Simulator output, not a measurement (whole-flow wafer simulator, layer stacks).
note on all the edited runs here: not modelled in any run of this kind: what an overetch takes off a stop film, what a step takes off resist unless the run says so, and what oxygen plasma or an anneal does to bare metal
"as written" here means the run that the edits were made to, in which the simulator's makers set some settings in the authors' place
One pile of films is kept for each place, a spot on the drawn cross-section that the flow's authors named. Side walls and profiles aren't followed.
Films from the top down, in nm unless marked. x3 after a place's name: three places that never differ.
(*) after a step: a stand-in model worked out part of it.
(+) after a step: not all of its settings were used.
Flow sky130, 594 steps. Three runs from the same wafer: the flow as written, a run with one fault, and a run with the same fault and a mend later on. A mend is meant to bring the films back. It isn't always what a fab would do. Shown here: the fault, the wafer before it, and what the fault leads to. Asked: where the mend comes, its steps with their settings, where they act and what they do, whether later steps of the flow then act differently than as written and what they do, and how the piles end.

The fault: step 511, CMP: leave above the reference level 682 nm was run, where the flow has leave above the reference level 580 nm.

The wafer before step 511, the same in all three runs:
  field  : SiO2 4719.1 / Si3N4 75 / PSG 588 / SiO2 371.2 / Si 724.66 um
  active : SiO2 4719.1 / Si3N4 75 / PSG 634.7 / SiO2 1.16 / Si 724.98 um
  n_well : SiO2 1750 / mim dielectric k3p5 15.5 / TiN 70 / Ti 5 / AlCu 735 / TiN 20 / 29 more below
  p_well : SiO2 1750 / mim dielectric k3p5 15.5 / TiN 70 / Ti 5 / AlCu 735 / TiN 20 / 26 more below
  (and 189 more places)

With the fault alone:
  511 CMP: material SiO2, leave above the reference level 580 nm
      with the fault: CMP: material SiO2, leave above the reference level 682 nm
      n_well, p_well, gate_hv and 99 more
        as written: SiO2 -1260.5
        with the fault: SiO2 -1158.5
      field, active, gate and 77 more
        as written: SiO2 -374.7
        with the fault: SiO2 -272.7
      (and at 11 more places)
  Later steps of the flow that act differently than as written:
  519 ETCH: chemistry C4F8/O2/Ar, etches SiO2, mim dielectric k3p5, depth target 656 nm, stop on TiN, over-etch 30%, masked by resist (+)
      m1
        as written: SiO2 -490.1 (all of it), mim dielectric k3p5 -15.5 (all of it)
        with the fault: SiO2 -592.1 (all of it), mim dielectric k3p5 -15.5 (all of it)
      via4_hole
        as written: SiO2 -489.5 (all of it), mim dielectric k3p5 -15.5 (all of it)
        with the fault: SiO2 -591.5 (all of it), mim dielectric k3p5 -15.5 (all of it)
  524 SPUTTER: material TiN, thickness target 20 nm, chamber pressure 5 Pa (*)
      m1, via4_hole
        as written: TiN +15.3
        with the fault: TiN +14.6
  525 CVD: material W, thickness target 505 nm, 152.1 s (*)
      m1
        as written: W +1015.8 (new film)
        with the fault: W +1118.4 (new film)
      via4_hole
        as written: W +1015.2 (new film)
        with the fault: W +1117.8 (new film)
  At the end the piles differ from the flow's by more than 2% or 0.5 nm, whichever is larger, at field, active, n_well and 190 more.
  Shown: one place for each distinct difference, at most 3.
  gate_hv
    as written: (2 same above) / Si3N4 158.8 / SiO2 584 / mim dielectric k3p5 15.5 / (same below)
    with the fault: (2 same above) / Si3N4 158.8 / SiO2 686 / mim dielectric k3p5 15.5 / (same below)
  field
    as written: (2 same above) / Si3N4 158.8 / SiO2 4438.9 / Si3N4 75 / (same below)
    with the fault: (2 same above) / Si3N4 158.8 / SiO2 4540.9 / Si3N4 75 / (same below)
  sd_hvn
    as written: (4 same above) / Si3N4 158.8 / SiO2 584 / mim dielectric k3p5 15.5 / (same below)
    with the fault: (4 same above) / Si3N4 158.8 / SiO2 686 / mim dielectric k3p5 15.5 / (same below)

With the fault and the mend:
  The mend comes after step 511.
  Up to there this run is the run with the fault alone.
  511a CMP: material SiO2, leave above the reference level 580 nm (the flow's step 511 once more)
      field, active, n_well and 190 more
        SiO2 -102
  No later step of the flow acts differently than as written at any place that is followed.
  At the end the piles are the same as the flow's at every place that both follow.
